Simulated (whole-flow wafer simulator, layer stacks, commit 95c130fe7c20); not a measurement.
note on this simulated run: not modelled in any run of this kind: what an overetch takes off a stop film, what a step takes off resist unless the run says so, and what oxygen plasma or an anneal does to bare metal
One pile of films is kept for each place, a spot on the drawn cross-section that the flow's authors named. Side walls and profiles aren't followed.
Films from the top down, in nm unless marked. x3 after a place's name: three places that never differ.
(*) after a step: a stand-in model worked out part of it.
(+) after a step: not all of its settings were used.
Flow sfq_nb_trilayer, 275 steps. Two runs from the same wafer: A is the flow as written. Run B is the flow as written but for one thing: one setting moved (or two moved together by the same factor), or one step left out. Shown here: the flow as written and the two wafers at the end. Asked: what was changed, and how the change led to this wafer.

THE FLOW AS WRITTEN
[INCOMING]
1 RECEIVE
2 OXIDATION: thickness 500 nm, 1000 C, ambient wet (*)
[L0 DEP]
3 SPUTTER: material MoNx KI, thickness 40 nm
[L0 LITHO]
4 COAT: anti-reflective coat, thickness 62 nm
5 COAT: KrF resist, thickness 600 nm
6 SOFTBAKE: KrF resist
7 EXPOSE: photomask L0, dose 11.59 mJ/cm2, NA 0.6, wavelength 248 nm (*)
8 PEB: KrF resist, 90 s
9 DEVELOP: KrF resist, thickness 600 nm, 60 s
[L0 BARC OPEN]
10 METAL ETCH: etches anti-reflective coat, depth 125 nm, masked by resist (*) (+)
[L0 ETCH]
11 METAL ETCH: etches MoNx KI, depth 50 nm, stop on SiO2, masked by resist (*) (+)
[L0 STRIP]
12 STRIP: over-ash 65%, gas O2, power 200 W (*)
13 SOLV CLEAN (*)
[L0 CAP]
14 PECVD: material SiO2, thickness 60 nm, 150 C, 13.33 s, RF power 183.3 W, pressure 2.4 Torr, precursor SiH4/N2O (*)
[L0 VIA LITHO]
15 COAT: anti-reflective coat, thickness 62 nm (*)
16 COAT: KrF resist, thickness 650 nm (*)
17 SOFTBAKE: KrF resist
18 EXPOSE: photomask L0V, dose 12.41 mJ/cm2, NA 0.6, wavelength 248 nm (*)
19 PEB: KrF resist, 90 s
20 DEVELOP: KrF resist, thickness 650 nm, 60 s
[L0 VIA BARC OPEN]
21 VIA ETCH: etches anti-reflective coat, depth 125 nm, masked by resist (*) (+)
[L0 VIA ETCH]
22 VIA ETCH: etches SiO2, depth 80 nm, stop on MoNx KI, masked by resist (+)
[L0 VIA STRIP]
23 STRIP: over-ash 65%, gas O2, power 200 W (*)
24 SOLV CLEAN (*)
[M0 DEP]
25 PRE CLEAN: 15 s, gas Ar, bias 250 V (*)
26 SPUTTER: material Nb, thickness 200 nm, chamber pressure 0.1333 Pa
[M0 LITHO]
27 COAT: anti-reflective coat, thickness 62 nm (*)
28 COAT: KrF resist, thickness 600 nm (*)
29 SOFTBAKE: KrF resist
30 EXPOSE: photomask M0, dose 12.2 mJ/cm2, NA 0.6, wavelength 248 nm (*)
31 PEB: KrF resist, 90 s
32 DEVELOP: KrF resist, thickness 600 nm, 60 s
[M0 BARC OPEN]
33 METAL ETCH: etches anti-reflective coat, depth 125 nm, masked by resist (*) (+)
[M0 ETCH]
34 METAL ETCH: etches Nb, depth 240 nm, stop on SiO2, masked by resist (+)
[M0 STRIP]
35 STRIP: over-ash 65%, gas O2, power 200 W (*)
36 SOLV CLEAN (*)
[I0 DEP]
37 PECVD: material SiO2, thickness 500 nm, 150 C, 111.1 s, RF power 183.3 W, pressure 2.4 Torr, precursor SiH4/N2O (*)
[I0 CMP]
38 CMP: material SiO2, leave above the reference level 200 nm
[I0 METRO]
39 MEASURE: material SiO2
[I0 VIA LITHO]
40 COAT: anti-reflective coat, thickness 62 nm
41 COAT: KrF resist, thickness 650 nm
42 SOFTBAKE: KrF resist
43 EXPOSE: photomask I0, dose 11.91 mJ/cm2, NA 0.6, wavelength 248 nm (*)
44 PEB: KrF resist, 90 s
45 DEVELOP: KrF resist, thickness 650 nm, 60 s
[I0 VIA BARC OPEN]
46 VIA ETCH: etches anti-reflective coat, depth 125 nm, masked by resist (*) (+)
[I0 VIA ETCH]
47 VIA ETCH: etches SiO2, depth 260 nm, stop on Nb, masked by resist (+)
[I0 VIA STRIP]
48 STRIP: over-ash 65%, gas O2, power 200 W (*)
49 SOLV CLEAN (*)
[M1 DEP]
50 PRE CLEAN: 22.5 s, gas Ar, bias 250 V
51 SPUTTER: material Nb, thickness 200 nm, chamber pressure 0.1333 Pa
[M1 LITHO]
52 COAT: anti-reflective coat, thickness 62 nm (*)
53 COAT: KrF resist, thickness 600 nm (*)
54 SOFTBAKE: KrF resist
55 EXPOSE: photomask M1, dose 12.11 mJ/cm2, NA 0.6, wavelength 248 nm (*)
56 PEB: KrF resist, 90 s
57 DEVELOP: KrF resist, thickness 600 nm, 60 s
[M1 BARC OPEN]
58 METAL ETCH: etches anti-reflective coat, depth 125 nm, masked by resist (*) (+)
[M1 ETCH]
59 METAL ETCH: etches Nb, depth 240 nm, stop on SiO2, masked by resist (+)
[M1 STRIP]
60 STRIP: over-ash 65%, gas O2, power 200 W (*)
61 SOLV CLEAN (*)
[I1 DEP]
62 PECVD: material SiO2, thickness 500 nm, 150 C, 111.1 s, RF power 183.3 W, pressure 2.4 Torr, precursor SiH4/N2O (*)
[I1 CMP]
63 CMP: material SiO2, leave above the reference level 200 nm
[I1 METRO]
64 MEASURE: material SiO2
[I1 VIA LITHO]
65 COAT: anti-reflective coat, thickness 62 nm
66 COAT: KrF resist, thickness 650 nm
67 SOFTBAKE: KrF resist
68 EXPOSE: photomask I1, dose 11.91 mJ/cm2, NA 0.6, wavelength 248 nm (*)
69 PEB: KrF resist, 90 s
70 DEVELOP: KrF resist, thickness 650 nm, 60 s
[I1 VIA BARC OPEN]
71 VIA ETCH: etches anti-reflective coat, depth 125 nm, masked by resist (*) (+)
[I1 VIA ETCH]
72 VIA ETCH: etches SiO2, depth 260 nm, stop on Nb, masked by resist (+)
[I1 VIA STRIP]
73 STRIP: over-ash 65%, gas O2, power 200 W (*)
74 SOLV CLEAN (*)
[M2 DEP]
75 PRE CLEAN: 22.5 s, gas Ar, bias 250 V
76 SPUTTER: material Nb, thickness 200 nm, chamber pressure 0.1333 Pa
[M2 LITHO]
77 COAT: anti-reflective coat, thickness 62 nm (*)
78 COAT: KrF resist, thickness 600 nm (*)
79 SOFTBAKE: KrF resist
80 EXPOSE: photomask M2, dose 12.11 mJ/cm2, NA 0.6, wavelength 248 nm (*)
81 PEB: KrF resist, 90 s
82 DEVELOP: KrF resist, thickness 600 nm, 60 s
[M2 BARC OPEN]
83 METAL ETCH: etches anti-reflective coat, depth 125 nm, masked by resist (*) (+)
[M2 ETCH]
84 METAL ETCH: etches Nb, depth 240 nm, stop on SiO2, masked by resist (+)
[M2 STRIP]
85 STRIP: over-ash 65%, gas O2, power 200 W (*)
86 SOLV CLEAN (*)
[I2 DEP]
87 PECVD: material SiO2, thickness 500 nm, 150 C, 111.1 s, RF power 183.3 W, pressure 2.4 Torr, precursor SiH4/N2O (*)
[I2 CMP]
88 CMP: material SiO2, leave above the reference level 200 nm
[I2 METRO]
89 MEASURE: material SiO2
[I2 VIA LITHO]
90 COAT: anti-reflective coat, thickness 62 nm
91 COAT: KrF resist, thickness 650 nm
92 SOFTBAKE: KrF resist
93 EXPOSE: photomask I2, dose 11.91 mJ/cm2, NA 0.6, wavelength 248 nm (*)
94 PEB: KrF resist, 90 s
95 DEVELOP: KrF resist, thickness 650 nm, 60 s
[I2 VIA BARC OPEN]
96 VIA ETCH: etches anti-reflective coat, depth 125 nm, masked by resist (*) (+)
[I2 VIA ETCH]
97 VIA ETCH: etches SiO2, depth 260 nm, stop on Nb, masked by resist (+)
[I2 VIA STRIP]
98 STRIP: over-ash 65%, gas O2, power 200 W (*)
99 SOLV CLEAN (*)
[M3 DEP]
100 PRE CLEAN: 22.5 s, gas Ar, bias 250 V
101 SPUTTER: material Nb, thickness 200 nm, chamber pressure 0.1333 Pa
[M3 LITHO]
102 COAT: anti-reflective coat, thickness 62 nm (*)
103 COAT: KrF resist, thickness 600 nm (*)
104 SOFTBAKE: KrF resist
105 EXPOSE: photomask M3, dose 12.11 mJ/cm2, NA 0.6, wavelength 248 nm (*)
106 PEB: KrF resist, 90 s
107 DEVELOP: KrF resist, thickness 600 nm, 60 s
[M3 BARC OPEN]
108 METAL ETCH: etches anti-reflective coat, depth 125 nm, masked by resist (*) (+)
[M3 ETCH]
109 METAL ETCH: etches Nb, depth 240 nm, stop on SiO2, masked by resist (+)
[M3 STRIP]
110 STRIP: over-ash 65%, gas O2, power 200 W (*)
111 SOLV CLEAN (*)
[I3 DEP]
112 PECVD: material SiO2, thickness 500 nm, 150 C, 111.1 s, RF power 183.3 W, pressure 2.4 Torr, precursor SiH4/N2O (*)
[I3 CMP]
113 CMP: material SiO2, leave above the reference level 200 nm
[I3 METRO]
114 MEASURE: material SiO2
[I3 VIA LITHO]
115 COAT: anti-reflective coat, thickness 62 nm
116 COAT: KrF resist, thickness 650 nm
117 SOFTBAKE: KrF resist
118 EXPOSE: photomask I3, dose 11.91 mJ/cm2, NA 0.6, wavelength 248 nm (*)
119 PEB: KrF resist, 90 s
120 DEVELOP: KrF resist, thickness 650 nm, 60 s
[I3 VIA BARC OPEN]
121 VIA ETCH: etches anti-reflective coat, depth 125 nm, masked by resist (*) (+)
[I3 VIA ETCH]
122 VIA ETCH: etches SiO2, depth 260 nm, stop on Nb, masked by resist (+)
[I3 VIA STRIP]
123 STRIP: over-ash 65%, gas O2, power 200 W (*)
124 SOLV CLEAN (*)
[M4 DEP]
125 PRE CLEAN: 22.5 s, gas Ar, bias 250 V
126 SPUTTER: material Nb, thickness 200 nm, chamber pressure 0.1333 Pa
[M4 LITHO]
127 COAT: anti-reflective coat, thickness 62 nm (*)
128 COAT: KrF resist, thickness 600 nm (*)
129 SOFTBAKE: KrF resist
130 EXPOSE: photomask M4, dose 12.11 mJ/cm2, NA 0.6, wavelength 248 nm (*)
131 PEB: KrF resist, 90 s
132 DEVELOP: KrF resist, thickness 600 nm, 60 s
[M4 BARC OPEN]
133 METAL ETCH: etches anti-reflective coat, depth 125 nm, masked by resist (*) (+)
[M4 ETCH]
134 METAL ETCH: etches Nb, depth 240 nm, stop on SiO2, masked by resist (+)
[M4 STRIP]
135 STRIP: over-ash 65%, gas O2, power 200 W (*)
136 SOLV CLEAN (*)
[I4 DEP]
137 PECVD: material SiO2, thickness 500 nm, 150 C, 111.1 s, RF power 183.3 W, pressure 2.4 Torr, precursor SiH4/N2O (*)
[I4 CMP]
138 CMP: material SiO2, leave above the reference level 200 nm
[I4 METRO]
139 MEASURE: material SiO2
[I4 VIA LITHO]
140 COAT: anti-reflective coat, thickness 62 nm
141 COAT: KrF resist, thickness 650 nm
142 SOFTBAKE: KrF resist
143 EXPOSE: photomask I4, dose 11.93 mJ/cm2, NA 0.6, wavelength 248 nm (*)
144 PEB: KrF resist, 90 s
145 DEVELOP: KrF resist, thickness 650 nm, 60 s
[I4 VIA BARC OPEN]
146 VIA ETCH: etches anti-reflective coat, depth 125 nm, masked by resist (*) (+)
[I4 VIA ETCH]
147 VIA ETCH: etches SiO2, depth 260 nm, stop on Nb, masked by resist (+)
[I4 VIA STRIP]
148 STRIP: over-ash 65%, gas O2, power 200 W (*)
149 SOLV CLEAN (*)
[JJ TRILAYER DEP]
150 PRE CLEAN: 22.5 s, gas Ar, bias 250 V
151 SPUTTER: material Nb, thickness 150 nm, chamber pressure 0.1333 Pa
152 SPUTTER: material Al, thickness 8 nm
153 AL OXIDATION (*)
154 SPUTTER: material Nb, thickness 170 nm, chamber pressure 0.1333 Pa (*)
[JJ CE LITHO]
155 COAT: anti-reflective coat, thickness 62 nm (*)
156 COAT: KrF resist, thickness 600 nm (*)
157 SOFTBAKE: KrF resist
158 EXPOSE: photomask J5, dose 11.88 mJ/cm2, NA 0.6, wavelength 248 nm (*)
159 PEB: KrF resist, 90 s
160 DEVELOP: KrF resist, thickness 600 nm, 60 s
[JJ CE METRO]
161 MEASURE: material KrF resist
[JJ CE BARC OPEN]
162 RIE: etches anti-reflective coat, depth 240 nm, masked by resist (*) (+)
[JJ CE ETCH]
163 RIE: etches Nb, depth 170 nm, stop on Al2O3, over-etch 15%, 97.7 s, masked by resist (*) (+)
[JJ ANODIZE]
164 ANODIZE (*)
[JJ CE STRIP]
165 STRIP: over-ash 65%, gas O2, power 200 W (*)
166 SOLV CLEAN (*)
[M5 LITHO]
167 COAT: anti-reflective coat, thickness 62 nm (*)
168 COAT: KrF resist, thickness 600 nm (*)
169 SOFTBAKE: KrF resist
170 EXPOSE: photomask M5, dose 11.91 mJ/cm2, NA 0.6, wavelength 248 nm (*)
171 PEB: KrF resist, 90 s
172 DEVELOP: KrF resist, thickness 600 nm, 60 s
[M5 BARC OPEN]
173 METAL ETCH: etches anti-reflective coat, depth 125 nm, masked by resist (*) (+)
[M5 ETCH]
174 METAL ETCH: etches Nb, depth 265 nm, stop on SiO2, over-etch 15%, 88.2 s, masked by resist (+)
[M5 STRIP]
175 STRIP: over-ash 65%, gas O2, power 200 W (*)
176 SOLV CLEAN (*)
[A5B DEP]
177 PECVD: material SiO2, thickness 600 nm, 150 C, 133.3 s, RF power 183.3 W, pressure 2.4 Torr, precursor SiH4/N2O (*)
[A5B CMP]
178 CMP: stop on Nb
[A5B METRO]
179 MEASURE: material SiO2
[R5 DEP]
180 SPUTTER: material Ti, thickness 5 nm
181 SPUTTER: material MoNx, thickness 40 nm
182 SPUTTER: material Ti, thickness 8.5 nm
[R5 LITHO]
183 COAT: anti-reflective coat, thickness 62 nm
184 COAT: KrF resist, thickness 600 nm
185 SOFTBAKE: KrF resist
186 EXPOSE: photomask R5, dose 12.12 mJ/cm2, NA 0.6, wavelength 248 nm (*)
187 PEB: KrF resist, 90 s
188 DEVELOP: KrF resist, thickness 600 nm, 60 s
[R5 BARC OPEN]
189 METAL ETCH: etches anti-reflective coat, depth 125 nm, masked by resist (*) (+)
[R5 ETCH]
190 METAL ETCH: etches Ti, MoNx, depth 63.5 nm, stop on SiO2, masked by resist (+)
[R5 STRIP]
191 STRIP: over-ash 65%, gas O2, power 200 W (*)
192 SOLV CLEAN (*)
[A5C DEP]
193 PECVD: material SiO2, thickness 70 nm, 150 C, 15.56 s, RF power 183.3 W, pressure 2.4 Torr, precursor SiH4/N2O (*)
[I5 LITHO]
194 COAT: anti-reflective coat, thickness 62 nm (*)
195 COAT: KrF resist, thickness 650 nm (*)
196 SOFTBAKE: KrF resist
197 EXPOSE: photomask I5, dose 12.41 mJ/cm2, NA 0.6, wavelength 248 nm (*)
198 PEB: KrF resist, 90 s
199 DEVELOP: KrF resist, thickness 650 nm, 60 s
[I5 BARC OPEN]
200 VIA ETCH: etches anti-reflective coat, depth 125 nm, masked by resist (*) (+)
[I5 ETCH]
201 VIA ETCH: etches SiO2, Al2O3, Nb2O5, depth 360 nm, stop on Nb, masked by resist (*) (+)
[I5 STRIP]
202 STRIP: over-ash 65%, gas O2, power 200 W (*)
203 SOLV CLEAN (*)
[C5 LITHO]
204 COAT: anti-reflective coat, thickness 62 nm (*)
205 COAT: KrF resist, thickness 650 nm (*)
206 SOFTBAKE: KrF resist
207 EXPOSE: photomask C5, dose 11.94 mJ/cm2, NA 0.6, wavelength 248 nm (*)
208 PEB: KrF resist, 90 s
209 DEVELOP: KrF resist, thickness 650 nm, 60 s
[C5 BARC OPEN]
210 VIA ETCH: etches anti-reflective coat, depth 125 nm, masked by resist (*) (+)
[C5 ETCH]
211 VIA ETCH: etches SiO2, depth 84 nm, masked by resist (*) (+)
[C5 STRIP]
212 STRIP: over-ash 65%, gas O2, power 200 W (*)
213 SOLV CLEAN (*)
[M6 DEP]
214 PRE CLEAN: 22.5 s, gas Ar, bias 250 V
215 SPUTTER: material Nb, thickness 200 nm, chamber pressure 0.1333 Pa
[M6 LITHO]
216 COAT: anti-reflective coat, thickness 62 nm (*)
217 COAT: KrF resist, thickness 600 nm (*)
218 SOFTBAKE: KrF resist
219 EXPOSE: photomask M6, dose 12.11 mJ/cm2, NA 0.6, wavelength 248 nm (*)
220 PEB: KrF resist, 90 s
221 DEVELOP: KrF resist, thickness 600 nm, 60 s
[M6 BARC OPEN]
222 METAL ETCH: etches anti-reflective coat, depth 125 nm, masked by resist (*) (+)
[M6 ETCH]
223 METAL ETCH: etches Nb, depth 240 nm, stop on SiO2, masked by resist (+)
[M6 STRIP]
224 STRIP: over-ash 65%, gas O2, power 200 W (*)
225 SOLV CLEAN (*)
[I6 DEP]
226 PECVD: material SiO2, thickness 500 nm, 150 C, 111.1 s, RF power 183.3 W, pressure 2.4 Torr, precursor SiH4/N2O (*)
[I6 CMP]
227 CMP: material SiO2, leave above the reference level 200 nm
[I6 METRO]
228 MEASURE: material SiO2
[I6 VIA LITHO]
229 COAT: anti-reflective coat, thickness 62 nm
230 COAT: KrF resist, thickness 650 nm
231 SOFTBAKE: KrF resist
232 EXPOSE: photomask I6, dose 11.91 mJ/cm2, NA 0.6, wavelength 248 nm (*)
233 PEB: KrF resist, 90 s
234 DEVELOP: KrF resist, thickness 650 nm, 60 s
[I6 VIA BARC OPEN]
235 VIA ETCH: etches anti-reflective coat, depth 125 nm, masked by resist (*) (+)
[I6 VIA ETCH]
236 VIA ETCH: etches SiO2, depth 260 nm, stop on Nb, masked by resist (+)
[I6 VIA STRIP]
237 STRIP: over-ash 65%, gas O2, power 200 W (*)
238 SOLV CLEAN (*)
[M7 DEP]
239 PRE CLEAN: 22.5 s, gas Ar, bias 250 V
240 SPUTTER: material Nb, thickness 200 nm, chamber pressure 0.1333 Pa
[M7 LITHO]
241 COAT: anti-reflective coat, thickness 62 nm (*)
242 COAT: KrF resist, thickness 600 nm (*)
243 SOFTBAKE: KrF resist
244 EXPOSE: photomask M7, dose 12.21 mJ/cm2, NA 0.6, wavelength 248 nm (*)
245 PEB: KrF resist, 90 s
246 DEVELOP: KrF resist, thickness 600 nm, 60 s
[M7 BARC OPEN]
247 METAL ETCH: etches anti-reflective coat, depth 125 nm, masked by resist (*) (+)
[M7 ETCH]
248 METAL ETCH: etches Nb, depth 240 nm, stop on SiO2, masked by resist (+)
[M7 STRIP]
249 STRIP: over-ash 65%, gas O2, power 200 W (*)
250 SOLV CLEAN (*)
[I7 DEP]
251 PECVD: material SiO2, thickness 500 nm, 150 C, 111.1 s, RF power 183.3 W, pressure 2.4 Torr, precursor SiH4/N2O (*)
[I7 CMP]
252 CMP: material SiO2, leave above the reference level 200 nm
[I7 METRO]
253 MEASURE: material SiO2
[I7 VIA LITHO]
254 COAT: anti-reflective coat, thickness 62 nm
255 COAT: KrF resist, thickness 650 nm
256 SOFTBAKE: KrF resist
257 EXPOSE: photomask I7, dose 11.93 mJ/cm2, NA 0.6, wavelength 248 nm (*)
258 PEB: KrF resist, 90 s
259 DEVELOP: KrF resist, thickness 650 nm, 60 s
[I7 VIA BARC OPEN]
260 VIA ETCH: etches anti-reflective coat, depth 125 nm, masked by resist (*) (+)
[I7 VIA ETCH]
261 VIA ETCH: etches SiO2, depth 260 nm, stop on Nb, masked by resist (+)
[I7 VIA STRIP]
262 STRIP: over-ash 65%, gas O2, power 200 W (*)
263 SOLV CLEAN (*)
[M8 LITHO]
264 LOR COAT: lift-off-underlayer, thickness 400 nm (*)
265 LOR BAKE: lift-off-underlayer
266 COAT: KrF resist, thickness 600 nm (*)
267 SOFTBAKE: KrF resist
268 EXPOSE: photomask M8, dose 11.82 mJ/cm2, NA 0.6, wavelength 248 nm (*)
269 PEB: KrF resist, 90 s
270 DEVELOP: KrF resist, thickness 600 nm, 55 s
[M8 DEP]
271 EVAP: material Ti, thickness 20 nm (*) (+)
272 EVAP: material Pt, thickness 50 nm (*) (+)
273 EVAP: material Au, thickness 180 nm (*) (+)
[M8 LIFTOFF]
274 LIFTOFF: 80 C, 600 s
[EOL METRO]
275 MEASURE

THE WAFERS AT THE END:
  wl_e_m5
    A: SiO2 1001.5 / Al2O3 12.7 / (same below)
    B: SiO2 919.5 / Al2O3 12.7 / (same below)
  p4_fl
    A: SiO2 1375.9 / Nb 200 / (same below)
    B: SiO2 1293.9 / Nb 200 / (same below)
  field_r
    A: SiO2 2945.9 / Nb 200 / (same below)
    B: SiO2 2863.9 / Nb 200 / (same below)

The cause: step 215, SPUTTER: thickness 118 nm was run, where the flow has thickness 200 nm.

How the change led to this, step by step:
  215 SPUTTER: material Nb, thickness 200 nm, chamber pressure 0.1333 Pa
      field_l, v_sur, via_wl and 100 more: A Nb +200 (new film) | B Nb +118 (new film)
      be: A Nb +147.3 | B Nb +87.4
      (and at 2 more places)
  216 COAT: anti-reflective coat, thickness 62 nm (*)
      be: A anti-reflective coat +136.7 (new film) | B anti-reflective coat +130 (new film)
      be_sur: A anti-reflective coat +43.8 (new film) | B anti-reflective coat +42.8 (new film)
      (and at 1 more place)
  223 METAL ETCH: etches Nb, depth 240 nm, stop on SiO2, masked by resist (+)
      field_l, gap, moat and 76 more: A Nb -200 (all of it) | B Nb -118 (all of it)
      v_sur, via_wl, via_w and 24 more: A KrF resist -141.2 | B KrF resist -104.1
  224 STRIP: over-ash 65%, gas O2, power 200 W (*)
      wl_j_sl, wl_j_sr: A KrF resist -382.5 (all of it), anti-reflective coat -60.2 (all of it) | B KrF resist -419.6 (all of it), anti-reflective coat -60.2 (all of it)
      wl_c_m6, wl_f_m6: A KrF resist -382.3 (all of it), anti-reflective coat -62 (all of it) | B KrF resist -419.3 (all of it), anti-reflective coat -62 (all of it)
      (and at 23 more places)
  226 PECVD: material SiO2, thickness 500 nm, 150 C, 111.1 s, RF power 183.3 W, pressure 2.4 Torr, precursor SiH4/N2O (*)
      gap, wl_a_sl, m6r_space_l x2: A SiO2 +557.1 | B SiO2 +500
      be: A SiO2 +693.5 (new film) | B SiO2 +662.1 (new film)
  227 CMP: material SiO2, leave above the reference level 200 nm
      field_l, p4_fl, p4_fm and 59 more: A SiO2 -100 | B SiO2 -182
      moat, field_r, lsp_l, ln_m5, lsp_m: A SiO2 -93.6 | B SiO2 -182
      (and at 13 more places)
